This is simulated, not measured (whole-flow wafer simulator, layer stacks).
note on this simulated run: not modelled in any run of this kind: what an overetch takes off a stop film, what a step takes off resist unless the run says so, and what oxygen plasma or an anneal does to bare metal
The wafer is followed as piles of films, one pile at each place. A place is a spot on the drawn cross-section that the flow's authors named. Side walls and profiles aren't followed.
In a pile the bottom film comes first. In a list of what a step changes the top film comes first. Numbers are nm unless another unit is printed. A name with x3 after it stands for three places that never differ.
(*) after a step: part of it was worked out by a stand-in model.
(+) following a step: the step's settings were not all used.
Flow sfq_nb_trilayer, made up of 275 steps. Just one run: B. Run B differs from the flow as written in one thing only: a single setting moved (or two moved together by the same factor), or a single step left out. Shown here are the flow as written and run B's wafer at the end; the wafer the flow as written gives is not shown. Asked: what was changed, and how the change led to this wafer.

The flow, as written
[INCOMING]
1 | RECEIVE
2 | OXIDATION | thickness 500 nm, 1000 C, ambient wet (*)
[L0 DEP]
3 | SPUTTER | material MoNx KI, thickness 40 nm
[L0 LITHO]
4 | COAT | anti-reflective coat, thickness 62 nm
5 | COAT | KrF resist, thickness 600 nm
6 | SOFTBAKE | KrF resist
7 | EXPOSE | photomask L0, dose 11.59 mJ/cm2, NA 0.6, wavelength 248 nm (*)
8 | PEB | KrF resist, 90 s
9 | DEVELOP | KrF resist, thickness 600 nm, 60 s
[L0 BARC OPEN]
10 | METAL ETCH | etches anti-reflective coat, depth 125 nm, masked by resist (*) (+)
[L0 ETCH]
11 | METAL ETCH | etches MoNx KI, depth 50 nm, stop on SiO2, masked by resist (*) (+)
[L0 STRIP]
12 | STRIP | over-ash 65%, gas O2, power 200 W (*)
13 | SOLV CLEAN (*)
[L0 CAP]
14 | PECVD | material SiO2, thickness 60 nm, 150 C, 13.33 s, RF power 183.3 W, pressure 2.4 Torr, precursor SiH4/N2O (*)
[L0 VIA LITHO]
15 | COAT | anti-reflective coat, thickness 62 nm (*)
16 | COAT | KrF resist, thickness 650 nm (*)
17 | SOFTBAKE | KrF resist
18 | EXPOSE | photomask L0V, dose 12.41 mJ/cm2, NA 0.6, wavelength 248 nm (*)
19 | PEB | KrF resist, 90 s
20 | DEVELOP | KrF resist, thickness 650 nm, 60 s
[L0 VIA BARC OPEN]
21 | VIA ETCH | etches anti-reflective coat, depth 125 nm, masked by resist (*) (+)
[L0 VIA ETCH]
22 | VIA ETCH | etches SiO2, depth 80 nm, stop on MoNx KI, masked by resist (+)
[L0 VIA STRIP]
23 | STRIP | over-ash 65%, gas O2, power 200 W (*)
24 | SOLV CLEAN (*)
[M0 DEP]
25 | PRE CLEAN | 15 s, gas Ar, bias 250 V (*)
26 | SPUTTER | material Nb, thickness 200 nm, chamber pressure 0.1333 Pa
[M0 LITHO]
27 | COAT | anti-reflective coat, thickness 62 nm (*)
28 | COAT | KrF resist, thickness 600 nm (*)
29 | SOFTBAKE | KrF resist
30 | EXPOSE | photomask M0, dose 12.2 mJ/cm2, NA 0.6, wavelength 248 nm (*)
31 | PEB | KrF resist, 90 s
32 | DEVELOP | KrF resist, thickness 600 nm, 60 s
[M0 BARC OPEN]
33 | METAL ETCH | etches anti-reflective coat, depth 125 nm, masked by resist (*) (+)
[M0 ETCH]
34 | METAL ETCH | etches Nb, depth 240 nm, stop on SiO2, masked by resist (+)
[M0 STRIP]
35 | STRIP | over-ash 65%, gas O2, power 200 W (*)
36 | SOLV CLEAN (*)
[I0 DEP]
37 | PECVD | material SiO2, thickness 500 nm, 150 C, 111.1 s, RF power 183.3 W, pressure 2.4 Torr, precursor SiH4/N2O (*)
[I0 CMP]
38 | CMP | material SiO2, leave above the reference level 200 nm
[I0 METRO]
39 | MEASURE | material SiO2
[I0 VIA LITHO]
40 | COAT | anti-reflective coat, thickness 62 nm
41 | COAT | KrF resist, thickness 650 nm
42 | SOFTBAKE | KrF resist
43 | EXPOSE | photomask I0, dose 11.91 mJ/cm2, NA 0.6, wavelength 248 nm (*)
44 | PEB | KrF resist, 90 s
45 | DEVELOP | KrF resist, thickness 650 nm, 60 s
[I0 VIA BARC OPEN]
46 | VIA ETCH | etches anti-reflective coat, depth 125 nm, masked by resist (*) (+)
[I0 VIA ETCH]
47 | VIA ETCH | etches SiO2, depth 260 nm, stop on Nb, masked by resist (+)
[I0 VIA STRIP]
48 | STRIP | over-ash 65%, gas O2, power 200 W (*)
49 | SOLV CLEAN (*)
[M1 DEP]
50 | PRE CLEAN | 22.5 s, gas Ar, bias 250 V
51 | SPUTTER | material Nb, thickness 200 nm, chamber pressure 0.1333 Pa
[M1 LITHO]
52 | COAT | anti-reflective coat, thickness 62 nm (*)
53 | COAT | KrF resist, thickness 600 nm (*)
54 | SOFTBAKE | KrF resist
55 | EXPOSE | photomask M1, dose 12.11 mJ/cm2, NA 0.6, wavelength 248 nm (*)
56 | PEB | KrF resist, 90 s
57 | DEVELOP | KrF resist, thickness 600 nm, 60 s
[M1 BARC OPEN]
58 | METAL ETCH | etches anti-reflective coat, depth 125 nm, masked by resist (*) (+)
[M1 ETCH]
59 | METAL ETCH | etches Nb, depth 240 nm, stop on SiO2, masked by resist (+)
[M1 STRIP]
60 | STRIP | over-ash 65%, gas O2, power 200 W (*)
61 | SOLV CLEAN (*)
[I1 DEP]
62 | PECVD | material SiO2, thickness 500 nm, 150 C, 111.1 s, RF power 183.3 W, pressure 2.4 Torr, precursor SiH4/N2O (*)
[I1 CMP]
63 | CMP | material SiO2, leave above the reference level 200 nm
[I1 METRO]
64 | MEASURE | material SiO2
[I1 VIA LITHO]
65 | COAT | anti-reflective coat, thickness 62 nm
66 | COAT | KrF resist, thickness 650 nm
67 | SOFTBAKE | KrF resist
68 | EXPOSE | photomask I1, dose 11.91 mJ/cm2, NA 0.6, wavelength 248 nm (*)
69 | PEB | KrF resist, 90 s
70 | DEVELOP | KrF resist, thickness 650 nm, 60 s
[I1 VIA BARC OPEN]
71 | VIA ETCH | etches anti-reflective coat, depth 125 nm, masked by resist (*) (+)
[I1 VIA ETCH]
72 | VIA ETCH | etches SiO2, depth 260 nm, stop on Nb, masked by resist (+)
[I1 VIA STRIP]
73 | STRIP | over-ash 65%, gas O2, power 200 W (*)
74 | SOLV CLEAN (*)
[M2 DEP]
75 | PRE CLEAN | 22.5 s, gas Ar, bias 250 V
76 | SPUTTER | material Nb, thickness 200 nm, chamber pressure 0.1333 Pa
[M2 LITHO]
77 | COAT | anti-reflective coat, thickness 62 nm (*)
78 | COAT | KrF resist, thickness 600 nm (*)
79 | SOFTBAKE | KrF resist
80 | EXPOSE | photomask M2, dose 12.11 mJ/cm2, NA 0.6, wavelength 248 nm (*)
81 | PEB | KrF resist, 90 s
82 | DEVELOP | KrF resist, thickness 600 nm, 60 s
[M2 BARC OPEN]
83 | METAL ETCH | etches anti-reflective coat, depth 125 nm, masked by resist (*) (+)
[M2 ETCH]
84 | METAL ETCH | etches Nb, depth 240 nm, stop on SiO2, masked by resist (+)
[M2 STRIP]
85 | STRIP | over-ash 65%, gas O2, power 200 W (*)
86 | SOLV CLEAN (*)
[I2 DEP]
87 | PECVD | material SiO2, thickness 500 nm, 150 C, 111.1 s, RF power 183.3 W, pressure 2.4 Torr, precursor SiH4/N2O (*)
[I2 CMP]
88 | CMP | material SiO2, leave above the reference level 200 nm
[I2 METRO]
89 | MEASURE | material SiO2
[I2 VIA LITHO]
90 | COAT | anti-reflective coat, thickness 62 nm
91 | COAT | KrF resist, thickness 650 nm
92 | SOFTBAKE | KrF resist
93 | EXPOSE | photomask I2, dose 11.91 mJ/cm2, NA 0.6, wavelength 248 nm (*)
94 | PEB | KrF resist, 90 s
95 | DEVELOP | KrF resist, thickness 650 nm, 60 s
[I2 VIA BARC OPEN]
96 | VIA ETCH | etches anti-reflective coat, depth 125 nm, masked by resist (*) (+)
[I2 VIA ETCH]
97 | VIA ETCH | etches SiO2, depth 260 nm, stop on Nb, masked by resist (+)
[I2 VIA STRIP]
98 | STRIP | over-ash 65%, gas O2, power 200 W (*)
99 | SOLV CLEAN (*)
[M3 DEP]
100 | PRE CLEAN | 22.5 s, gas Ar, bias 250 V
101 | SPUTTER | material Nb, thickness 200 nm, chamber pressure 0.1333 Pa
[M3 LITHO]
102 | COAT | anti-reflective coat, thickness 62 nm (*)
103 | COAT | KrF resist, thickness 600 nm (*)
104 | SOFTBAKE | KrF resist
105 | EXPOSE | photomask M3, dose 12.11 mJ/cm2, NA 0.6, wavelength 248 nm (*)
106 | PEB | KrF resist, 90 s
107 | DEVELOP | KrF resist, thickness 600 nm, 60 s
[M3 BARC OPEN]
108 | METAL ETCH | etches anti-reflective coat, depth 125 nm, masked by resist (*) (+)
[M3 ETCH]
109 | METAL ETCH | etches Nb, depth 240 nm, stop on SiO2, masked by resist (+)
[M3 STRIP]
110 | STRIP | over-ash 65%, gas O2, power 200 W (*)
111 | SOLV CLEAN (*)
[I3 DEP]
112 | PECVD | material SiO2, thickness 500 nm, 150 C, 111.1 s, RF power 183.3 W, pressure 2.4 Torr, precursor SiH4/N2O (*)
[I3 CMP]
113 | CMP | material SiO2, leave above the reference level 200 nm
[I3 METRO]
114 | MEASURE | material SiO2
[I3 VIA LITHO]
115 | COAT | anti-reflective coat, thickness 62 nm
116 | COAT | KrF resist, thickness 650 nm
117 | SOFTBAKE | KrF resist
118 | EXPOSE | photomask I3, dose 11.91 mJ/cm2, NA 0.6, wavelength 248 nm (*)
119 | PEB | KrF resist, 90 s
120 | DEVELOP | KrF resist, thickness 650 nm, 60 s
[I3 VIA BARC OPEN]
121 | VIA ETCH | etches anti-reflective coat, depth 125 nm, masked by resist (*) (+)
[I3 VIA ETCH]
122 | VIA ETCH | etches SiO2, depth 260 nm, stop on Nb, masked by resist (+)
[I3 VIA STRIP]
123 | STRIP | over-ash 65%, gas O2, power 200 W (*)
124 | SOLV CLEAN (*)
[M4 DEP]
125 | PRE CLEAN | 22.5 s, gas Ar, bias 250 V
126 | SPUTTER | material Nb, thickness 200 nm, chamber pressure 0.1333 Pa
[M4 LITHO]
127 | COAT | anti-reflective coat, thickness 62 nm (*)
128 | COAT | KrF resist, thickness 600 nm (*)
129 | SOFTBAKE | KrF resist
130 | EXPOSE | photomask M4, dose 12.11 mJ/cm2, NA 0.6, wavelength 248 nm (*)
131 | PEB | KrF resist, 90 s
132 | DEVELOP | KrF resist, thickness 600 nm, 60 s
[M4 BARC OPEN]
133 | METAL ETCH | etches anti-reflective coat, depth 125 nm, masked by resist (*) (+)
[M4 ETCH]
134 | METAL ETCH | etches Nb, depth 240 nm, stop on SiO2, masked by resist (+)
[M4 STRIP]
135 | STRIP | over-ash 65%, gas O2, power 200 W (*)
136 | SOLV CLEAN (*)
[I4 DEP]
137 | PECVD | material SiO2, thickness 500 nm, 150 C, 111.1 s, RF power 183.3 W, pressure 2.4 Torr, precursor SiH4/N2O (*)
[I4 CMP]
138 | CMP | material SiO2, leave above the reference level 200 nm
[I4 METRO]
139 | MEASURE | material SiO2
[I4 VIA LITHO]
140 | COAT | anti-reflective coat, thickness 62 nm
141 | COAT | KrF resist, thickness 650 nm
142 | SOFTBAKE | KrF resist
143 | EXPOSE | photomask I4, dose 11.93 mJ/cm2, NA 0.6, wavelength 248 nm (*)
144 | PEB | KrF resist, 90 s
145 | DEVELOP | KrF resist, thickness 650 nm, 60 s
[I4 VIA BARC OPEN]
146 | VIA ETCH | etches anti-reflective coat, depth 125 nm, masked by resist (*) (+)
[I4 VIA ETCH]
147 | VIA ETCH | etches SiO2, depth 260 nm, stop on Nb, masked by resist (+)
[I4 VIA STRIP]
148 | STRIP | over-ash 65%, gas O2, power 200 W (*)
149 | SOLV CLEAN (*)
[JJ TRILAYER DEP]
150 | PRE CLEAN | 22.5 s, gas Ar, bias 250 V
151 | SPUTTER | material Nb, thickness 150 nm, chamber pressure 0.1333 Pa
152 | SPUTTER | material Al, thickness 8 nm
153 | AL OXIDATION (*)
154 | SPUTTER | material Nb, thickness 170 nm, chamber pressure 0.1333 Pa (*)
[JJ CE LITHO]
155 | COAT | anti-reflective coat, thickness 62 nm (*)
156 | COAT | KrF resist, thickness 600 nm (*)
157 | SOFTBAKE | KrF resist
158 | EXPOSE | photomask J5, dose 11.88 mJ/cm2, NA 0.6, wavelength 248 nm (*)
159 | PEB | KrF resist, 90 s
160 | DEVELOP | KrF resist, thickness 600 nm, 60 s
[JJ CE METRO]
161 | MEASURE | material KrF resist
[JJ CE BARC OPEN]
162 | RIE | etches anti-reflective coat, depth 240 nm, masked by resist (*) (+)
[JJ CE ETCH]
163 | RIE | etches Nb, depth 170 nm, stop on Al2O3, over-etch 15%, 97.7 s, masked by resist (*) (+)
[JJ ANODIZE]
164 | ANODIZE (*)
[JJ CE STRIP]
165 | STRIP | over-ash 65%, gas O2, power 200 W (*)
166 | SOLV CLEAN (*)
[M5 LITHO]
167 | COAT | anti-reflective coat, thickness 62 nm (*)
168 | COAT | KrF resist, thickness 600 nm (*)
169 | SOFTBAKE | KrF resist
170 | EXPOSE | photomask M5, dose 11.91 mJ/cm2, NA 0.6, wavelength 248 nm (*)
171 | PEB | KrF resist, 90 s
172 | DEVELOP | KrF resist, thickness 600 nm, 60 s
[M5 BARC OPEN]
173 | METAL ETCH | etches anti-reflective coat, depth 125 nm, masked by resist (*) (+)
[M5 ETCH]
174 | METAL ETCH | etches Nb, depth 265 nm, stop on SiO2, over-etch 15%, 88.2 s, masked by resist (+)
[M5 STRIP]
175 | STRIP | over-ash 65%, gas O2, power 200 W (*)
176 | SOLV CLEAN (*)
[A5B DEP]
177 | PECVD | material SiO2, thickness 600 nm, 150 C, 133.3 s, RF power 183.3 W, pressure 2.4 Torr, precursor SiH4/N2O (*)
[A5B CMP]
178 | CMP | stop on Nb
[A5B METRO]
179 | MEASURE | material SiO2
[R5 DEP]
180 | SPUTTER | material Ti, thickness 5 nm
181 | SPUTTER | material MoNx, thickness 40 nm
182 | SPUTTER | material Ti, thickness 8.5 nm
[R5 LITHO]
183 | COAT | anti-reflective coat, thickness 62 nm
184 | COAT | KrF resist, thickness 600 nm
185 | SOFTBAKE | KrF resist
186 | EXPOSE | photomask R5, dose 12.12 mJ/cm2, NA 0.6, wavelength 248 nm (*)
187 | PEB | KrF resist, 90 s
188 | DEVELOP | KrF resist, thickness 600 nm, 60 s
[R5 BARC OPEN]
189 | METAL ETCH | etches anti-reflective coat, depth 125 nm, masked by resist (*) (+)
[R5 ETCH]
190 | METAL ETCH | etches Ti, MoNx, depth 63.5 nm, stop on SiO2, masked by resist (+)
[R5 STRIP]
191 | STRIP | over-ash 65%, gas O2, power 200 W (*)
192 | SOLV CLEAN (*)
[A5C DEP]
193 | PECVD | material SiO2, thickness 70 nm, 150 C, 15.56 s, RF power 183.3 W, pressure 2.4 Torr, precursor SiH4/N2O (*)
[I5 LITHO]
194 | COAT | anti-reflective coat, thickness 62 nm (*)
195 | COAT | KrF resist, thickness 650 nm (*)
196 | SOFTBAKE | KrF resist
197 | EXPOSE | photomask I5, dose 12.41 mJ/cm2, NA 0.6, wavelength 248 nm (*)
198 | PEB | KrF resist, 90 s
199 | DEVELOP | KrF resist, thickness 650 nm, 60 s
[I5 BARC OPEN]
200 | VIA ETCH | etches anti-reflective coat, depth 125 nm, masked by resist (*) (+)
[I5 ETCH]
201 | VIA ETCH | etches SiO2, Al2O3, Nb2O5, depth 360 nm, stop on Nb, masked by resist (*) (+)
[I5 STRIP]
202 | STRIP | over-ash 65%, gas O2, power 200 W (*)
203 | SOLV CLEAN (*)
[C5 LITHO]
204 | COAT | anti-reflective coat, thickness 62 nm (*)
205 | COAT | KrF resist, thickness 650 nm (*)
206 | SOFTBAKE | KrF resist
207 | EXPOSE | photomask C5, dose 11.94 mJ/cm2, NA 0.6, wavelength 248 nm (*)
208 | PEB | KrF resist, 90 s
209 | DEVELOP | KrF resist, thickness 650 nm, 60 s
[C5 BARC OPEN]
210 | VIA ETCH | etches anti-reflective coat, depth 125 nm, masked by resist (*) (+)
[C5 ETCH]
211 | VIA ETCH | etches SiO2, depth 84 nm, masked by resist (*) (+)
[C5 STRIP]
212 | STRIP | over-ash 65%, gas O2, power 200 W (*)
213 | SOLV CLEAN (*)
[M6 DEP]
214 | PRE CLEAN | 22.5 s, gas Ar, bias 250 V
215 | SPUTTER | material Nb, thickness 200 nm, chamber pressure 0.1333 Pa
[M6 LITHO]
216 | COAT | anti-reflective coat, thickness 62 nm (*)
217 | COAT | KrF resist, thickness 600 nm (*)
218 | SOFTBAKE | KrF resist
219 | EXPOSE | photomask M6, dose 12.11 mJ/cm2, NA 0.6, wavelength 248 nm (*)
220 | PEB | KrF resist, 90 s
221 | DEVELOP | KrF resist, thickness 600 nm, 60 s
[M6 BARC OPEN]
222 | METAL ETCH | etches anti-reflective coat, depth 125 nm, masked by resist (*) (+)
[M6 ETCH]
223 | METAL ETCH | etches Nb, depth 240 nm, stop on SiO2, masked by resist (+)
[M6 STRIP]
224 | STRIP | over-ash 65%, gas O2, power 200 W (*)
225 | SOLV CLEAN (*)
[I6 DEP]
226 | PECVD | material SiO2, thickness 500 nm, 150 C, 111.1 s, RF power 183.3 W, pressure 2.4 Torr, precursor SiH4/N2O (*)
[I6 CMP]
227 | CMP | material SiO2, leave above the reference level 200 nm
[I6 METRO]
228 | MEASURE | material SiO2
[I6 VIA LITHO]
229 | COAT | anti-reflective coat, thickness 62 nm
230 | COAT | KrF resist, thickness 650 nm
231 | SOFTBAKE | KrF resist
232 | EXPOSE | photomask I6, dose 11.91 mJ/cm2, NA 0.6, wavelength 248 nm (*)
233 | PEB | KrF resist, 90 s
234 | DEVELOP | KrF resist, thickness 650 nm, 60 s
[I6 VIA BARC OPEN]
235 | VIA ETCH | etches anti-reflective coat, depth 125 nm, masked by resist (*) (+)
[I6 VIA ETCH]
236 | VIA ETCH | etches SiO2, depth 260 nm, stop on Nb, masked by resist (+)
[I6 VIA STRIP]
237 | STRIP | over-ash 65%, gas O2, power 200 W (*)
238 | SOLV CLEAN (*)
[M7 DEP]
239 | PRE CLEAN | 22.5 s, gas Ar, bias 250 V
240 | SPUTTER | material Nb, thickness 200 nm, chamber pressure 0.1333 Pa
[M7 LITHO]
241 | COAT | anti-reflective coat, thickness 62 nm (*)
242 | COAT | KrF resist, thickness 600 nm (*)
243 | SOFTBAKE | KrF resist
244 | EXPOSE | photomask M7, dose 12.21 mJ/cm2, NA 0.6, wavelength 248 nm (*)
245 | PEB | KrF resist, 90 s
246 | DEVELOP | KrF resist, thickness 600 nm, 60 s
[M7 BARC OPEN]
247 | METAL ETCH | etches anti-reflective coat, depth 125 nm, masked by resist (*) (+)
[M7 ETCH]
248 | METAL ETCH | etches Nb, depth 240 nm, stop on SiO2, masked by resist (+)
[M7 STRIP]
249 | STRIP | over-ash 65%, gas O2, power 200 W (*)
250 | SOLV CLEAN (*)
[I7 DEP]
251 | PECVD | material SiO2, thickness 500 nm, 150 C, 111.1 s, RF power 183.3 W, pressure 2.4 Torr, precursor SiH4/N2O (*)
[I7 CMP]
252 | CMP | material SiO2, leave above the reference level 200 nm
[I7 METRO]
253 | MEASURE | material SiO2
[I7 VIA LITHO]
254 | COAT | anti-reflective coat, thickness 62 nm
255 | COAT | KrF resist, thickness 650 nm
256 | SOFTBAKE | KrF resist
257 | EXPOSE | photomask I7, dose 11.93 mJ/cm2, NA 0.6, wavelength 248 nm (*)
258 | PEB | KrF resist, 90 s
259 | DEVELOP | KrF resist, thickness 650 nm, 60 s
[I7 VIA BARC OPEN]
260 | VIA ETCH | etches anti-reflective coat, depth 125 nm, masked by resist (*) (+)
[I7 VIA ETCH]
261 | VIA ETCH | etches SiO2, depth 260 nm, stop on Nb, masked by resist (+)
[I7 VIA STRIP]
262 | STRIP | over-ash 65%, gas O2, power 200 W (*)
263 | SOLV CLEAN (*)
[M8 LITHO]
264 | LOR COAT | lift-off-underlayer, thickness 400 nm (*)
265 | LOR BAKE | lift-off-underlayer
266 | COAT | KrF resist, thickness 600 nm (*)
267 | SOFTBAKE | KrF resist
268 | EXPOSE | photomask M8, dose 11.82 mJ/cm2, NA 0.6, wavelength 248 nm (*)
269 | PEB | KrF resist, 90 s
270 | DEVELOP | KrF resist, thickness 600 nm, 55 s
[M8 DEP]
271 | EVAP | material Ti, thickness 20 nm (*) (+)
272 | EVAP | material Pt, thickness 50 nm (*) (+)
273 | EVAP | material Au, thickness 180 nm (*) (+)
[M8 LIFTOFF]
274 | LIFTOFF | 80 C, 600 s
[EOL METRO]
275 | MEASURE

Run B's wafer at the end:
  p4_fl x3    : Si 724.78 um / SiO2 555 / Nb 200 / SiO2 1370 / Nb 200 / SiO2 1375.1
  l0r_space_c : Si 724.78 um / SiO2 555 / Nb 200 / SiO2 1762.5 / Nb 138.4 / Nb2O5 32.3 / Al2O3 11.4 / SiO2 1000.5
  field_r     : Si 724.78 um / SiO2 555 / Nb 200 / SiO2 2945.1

The reason: step 152, SPUTTER: thickness 7.2 nm was run, while the flow as written has thickness 8 nm.

Step by step, how the change led to this:
  152 | SPUTTER | material Al, thickness 8 nm
      field_l, v_sur, via_sp and 100 more: +7.2 Al (new film) (in the flow as written it would be: +8 Al (new film))
      via_wl, via_wr: +4.62 Al (new film) (in the flow as written it would be: +5.14 Al (new film))
      (and at 1 other place as well)
  164 | ANODIZE (*)
      field_l, v_sur, via_sp and 96 more: +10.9 Al2O3, +32.3 Nb2O5 (new film), -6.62 Al (all of it), -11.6 Nb (in the flow as written it would be: +12.2 Al2O3, +29.9 Nb2O5 (new film), -7.42 Al (all of it), -10.8 Nb)
      via_wl, via_wr: +6.67 Al2O3 (new film), +40.7 Nb2O5 (new film), -4.04 Al (all of it), -14.6 Nb (in the flow as written it would be: +7.52 Al2O3 (new film), +39.2 Nb2O5 (new film), -4.56 Al (all of it), -14.1 Nb)
      (and at 1 other place as well)
  167 | COAT | anti-reflective coat, thickness 62 nm (*)
      ce_l: +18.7 anti-reflective coat (new film) (in the flow as written it would be: +19.6 anti-reflective coat (new film))
      ce_r: +18.7 anti-reflective coat (new film) (in the flow as written it would be: +19.7 anti-reflective coat (new film))
  174 | METAL ETCH | etches Nb, depth 265 nm, stop on SiO2, over-etch 15%, 88.2 s, masked by resist (+)
      field_l, r_sur, res and 50 more: -11.3 Al2O3 (all of it), -32.3 Nb2O5 (all of it), -138.4 Nb (all of it), -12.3 SiO2 (in the flow as written it would be: -12.6 Al2O3 (all of it), -29.9 Nb2O5 (all of it), -139.2 Nb (all of it), -12.3 SiO2)
  175 | STRIP | over-ash 65%, gas O2, power 200 W (*)
      ce_l: -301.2 KrF resist (all of it), -18.7 anti-reflective coat (all of it) (in the flow as written it would be: -299.6 KrF resist (all of it), -19.6 anti-reflective coat (all of it))
      ce_r: -301.5 KrF resist (all of it), -18.7 anti-reflective coat (all of it) (in the flow as written it would be: -299.9 KrF resist (all of it), -19.7 anti-reflective coat (all of it))
  201 | VIA ETCH | etches SiO2, Al2O3, Nb2O5, depth 360 nm, stop on Nb, masked by resist (*) (+)
      be: -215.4 SiO2 (all of it), -11.4 Al2O3 (all of it), -32.3 Nb2O5 (all of it) (in the flow as written it would be: -216.4 SiO2 (all of it), -12.7 Al2O3 (all of it), -29.9 Nb2O5 (all of it))
